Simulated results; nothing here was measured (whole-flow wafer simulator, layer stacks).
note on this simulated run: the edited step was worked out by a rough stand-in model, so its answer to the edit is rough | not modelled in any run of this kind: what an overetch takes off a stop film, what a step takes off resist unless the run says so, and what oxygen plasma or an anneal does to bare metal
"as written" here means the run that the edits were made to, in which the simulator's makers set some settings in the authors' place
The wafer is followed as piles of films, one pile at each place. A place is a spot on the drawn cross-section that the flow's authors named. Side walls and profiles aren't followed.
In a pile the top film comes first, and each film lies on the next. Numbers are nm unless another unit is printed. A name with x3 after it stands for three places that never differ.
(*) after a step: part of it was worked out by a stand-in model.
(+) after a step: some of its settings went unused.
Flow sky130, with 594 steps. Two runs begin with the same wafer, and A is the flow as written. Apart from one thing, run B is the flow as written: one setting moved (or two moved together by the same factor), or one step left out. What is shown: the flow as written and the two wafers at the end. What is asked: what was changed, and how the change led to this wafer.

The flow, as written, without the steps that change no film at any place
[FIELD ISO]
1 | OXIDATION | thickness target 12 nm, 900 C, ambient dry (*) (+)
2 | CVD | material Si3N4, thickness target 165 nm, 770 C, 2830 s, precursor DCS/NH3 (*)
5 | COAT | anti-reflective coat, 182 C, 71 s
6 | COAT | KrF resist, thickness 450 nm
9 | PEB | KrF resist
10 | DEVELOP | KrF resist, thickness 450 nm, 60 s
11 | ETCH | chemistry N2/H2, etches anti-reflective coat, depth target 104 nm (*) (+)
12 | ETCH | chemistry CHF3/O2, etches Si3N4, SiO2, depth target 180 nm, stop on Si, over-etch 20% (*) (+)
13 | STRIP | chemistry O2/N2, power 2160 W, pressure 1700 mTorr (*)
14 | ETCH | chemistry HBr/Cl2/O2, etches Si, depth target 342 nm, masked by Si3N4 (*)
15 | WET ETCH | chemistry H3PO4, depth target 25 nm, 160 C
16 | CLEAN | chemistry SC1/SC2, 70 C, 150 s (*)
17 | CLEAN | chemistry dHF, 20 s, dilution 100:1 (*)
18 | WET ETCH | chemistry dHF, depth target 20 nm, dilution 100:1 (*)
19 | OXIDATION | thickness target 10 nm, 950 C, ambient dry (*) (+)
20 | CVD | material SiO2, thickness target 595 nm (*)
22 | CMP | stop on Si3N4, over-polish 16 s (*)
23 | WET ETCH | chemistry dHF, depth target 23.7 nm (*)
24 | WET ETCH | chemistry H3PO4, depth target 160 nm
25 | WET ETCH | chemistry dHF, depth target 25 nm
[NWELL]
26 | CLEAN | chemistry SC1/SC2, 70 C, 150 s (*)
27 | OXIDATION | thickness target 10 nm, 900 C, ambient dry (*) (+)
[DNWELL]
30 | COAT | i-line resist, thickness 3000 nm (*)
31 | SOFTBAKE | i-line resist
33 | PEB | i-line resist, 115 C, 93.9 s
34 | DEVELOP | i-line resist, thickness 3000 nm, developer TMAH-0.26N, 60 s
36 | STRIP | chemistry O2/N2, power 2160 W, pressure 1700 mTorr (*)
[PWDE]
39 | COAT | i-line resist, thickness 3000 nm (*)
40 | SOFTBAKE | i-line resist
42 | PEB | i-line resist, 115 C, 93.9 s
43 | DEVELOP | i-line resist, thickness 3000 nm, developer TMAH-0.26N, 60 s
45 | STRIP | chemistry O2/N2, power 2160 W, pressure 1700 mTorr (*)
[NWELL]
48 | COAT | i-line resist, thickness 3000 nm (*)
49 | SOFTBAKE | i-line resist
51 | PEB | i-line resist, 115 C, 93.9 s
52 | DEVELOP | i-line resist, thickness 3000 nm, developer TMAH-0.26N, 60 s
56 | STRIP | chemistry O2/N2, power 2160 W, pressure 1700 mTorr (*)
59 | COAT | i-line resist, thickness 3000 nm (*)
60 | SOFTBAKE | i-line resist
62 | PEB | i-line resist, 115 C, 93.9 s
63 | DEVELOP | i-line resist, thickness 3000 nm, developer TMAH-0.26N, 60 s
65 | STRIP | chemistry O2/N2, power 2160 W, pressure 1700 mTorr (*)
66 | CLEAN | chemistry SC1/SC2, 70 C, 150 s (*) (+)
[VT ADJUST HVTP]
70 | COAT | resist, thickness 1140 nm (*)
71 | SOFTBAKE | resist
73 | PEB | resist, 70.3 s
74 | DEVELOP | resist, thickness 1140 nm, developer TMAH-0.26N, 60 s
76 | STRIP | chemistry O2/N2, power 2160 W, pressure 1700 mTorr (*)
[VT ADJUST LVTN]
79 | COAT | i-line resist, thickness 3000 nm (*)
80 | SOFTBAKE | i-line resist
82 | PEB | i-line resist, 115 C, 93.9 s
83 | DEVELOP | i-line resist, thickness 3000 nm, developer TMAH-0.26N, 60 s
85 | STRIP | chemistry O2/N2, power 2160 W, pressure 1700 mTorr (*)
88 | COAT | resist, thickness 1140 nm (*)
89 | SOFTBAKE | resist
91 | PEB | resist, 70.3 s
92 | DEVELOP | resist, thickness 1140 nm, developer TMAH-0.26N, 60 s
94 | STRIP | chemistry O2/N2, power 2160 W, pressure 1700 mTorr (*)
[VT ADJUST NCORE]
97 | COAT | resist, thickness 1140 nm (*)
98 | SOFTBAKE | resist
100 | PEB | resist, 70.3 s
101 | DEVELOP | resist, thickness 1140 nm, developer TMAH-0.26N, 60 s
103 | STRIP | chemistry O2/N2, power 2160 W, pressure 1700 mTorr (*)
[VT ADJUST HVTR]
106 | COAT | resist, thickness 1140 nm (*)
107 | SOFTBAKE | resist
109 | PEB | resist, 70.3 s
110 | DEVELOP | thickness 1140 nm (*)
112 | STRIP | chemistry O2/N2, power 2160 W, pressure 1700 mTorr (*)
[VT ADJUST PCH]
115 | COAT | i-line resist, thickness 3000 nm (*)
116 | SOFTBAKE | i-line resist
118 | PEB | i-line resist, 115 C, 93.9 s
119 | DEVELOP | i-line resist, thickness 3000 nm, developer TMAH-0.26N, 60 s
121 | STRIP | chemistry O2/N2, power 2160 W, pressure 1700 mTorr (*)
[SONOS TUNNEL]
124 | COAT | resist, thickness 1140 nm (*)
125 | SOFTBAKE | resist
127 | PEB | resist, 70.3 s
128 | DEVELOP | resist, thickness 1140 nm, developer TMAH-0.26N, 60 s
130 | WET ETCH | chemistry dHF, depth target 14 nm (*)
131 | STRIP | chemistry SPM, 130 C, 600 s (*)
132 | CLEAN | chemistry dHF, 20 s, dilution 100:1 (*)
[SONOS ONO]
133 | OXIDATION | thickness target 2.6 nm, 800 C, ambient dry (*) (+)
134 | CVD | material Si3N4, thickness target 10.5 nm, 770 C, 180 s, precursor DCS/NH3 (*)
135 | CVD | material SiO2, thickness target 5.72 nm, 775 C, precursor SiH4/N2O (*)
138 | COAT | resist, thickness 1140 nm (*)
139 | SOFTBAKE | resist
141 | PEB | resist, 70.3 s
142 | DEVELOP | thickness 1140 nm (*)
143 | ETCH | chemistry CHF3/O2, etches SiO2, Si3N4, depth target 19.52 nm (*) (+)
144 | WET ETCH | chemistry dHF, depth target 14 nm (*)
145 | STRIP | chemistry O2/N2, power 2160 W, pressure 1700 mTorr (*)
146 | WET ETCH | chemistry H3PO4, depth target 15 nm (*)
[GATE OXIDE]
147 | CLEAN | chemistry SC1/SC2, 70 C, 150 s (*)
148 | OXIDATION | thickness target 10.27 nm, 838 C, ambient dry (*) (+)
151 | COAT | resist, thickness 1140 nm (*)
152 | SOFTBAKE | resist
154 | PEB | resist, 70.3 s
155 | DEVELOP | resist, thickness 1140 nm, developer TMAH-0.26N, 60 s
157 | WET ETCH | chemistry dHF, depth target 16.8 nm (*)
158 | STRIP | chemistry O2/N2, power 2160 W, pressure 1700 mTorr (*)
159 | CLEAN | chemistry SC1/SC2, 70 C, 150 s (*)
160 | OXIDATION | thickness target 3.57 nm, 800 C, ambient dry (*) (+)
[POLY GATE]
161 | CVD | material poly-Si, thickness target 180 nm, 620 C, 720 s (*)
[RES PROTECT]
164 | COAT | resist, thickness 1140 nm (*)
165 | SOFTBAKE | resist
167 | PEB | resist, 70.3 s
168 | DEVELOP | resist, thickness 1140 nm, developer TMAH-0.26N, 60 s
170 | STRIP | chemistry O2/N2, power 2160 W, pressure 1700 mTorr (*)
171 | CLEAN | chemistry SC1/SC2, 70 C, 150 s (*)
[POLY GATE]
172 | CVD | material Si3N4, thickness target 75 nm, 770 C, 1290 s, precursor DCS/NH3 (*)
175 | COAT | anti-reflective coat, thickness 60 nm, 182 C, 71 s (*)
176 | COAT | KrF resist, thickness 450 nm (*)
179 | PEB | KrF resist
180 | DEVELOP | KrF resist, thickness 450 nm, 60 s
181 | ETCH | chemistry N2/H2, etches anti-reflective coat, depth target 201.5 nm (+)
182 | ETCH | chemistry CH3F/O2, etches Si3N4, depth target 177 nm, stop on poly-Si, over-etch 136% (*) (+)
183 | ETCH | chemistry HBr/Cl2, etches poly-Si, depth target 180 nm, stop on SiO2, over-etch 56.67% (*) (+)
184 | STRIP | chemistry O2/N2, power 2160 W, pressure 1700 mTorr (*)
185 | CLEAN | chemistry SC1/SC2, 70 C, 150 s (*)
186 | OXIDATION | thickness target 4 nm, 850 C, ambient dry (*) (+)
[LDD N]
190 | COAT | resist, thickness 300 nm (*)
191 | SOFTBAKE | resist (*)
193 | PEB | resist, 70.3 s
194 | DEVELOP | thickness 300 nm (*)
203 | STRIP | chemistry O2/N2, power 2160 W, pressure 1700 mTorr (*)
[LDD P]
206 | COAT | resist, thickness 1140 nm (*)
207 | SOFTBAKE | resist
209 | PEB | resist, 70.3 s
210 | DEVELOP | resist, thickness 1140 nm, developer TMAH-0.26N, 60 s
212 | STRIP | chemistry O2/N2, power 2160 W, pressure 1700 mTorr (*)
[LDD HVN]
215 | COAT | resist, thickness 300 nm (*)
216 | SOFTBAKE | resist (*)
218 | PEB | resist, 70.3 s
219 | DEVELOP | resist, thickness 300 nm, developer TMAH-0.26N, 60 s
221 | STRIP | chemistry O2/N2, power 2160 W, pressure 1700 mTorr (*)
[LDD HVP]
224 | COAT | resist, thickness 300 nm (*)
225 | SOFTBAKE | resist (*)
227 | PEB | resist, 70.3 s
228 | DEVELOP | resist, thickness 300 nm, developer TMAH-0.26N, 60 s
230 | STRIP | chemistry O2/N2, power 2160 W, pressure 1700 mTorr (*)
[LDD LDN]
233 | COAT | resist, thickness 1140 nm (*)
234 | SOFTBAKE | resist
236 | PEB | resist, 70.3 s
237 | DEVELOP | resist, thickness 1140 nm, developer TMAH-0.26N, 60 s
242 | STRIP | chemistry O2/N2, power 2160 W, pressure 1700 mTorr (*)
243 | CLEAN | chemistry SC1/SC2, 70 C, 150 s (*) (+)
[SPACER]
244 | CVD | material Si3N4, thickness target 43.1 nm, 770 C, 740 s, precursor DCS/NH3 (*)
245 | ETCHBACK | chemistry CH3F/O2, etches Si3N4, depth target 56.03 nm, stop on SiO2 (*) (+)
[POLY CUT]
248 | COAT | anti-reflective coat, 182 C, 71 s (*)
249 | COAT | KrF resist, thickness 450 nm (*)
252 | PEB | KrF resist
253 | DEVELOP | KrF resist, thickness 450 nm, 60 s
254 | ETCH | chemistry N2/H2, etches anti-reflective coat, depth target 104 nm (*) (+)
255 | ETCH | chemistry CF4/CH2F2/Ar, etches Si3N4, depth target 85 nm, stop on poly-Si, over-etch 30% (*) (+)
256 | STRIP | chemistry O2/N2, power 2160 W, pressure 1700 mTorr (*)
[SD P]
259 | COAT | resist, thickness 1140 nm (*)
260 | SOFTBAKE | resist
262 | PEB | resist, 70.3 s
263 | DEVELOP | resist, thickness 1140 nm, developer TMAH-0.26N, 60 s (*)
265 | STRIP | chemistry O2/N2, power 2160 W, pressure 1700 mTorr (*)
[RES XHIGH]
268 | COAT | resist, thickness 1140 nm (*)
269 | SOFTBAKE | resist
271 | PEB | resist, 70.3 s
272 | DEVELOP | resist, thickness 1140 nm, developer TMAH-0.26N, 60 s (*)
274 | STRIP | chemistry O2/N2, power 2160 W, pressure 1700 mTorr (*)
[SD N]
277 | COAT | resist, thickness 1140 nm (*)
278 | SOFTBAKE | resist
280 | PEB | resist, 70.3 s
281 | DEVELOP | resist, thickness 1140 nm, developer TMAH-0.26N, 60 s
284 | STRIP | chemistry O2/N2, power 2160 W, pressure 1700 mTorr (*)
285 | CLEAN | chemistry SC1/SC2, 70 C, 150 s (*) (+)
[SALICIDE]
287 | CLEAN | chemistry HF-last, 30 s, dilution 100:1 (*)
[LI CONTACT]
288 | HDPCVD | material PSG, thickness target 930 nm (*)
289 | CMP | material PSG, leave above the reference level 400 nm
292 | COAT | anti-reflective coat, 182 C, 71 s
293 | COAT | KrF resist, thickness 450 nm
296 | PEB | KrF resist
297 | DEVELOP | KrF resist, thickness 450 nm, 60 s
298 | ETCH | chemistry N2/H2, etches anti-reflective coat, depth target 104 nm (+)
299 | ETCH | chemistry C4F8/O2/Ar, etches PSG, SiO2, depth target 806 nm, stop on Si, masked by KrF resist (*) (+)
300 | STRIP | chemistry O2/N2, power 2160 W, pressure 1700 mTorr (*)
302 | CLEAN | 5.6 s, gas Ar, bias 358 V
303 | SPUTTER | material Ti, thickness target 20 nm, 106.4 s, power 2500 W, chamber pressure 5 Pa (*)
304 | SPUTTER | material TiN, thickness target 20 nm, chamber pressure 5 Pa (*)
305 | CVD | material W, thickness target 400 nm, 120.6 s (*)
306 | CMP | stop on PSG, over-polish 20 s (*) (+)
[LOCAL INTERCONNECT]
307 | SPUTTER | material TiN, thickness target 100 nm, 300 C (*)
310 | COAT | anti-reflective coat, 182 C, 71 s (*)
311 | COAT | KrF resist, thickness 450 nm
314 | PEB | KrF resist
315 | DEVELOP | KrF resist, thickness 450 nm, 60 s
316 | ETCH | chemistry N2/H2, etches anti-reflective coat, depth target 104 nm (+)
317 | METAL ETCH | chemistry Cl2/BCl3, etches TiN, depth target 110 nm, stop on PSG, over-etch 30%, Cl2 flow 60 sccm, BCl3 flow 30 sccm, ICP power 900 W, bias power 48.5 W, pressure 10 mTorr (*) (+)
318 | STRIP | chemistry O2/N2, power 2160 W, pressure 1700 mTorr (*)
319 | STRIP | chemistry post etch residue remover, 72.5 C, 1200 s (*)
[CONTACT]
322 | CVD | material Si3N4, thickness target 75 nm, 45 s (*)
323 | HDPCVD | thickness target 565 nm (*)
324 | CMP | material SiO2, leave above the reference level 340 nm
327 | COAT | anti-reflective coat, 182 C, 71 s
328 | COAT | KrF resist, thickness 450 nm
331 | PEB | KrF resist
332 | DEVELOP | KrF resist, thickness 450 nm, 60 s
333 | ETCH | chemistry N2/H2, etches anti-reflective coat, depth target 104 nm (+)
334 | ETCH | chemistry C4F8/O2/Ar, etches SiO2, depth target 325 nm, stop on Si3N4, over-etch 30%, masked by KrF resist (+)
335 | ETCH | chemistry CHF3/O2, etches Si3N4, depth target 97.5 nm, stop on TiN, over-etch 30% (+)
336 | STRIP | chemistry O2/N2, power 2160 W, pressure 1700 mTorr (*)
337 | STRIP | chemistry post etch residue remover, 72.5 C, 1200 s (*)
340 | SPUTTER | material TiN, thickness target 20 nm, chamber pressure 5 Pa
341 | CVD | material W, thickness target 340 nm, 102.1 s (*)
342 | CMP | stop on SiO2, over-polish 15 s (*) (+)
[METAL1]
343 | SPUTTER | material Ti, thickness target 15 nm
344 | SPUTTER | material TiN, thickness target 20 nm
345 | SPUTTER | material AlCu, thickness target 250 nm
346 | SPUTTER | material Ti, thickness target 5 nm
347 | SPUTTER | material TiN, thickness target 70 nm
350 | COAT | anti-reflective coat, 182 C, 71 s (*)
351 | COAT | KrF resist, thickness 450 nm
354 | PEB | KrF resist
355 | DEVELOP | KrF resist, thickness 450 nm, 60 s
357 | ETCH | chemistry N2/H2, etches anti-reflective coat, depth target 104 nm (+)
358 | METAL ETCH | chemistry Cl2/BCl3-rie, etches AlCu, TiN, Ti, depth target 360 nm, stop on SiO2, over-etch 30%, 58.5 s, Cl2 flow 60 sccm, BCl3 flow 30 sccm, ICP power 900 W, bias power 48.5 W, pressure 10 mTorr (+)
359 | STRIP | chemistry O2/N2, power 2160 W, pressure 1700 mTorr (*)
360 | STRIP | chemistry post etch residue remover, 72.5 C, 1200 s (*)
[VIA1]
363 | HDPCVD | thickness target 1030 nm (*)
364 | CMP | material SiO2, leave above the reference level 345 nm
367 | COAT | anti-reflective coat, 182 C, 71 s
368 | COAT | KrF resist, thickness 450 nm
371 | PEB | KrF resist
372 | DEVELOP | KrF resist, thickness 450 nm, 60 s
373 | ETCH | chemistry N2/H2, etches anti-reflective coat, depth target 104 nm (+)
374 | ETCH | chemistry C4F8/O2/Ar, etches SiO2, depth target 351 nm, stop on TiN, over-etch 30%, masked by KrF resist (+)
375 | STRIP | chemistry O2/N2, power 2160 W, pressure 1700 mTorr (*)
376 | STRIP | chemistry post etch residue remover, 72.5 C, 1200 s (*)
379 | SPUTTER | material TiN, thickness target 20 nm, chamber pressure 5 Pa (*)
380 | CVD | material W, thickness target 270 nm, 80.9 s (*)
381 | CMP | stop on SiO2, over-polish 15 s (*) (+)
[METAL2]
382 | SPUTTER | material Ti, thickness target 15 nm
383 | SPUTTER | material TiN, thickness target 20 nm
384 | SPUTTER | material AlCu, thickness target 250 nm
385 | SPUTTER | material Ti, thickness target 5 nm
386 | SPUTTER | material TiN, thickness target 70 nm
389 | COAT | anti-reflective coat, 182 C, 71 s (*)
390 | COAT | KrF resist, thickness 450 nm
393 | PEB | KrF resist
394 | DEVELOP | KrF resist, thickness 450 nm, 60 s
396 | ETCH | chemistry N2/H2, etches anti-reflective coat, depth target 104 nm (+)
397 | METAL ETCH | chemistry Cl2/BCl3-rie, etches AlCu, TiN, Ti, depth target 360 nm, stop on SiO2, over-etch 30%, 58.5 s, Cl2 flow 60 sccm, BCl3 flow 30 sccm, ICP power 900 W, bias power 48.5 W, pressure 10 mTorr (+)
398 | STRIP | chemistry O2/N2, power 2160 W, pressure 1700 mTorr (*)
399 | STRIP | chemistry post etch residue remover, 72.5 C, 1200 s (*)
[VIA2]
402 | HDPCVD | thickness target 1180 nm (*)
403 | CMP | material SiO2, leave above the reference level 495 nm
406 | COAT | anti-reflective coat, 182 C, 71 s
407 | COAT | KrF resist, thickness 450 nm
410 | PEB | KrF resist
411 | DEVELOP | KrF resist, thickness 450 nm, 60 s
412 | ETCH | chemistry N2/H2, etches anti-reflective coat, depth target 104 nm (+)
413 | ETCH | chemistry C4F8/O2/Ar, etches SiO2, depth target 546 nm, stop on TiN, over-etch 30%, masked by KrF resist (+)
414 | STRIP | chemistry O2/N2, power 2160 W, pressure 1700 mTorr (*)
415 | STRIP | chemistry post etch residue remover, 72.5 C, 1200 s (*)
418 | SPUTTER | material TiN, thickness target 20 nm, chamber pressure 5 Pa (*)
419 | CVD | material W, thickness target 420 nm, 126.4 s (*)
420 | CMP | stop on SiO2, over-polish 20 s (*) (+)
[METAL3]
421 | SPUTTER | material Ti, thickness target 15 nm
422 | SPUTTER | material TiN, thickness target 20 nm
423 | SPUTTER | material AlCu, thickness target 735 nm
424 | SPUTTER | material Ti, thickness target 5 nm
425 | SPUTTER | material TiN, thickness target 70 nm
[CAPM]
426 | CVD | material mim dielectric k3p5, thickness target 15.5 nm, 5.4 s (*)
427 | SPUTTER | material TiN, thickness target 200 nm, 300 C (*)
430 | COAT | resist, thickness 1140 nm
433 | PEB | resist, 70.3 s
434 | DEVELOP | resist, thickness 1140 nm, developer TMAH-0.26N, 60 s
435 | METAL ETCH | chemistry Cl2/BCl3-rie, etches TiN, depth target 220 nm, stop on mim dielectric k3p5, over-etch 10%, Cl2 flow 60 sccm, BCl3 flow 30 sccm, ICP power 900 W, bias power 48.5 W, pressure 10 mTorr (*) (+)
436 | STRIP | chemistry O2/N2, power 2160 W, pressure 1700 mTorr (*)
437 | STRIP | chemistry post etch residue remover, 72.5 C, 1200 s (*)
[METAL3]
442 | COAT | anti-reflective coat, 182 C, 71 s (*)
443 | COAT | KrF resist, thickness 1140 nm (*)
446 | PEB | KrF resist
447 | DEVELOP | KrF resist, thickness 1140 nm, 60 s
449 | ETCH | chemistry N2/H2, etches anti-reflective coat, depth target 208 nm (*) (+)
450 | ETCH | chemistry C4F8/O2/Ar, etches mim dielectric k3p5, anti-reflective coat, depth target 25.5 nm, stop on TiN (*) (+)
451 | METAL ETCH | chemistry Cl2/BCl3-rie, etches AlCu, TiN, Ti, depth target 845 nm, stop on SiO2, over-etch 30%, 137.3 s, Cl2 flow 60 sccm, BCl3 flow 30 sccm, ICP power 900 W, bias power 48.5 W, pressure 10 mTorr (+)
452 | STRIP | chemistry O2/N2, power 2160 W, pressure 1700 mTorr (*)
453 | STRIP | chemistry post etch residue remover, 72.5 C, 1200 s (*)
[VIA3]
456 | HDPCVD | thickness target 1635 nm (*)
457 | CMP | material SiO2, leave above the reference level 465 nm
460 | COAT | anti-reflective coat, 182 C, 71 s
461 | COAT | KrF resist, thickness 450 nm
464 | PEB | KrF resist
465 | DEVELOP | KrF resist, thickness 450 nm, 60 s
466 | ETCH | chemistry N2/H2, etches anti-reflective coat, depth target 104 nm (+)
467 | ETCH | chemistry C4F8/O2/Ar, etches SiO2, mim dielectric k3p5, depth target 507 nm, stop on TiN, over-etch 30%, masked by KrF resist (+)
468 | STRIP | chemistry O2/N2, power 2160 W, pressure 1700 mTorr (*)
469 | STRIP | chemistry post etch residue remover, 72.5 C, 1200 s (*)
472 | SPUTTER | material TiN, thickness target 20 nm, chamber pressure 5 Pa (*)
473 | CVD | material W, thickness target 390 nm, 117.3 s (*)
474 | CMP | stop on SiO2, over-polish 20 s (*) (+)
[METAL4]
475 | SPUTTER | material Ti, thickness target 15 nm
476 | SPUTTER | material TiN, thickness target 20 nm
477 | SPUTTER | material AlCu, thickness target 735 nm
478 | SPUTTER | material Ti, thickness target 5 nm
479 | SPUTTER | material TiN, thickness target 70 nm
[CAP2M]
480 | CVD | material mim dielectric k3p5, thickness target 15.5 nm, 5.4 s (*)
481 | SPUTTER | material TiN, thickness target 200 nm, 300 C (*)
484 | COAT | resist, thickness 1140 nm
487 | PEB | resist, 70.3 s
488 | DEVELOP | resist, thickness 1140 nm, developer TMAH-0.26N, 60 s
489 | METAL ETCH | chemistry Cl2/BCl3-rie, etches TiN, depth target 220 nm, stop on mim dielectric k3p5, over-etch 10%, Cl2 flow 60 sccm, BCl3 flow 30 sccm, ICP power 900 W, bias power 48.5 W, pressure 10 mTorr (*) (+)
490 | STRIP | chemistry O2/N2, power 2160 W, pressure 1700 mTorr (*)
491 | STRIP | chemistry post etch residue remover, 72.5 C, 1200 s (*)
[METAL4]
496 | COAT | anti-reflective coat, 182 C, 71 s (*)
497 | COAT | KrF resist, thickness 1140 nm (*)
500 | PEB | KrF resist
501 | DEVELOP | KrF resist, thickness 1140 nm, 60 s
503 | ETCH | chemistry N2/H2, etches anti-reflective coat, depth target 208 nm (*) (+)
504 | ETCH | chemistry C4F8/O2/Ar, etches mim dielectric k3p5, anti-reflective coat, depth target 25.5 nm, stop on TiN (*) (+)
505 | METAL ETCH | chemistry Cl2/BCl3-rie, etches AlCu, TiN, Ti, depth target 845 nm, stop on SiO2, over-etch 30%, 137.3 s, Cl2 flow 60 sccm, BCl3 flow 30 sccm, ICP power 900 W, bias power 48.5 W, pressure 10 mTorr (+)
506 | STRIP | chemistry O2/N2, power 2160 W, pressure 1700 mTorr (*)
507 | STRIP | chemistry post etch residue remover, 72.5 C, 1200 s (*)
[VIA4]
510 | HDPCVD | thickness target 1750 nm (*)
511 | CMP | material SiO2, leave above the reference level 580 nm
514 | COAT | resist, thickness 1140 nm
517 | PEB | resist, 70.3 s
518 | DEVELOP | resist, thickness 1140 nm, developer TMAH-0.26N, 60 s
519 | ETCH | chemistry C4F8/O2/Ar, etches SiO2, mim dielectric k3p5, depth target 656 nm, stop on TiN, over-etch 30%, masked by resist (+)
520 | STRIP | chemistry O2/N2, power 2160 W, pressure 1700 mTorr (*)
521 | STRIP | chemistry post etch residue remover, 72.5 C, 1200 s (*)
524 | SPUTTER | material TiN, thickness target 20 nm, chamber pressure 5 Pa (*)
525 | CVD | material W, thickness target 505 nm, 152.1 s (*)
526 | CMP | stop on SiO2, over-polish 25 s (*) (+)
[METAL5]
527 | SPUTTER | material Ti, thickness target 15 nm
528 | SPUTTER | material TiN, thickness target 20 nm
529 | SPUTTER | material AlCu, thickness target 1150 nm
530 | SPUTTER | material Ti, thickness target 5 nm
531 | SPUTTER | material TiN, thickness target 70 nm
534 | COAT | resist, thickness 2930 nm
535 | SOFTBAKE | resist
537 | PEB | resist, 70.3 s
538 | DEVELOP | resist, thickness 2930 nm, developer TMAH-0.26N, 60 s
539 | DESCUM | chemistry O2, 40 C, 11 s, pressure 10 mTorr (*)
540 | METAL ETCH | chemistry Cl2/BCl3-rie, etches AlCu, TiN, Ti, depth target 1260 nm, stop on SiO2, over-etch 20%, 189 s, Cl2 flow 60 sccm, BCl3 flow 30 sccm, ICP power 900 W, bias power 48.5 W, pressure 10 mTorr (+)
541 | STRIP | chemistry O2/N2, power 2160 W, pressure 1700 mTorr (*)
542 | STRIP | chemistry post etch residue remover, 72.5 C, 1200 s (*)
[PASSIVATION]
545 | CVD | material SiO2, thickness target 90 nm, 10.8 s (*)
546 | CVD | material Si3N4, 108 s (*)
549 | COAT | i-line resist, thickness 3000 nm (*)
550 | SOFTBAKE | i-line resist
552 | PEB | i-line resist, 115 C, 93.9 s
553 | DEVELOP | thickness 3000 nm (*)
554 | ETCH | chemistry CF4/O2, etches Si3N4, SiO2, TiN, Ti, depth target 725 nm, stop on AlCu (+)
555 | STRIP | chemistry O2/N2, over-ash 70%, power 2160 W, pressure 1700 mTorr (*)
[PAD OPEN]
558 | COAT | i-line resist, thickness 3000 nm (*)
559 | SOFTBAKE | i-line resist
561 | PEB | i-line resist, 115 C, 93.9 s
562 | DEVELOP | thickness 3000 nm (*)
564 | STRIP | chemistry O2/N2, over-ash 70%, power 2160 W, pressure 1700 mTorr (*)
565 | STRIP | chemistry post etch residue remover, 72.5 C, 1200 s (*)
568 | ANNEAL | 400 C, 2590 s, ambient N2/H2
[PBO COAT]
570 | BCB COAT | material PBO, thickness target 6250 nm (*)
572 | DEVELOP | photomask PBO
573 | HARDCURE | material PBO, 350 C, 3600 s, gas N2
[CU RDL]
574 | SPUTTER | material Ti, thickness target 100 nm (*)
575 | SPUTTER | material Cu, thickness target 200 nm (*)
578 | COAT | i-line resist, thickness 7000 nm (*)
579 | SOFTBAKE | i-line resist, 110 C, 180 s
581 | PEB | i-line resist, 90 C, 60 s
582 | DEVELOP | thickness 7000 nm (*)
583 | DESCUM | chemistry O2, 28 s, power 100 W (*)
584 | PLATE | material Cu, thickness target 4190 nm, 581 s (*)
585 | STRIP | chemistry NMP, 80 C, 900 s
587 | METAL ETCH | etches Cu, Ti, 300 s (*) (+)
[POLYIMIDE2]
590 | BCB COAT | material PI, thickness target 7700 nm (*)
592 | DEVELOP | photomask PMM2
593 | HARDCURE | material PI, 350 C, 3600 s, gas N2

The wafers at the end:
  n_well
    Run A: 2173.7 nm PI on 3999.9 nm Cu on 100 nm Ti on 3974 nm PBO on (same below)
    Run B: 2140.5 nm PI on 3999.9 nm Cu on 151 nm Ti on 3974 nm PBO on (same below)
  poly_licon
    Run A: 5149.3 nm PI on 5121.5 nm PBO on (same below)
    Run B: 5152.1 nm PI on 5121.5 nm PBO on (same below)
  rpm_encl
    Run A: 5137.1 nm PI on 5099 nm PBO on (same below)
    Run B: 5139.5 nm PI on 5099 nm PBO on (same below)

Cause: step 574, SPUTTER: thickness target 151 nm was run, though the flow has thickness target 100 nm.
The wafer itself shows it: n_well has Ti 151, and step 574 as written asks for 100 nm.

The path from the change to this, step by step:
  574 | SPUTTER | material Ti, thickness target 100 nm (*)
      field, active, n_well and 190 more: A +100 Ti (new film) | B +151 Ti (new film)
  587 | METAL ETCH | etches Cu, Ti, 300 s (*) (+)
      field, active, gate and 167 more: A -200 Cu (all of it), -100 Ti (all of it) | B -200 Cu (all of it), -151 Ti (all of it)
  590 | BCB COAT | material PI, thickness target 7700 nm (*)
      de16_gate_nw: A +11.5 um PI (new film) | B +11.55 um PI (new film)
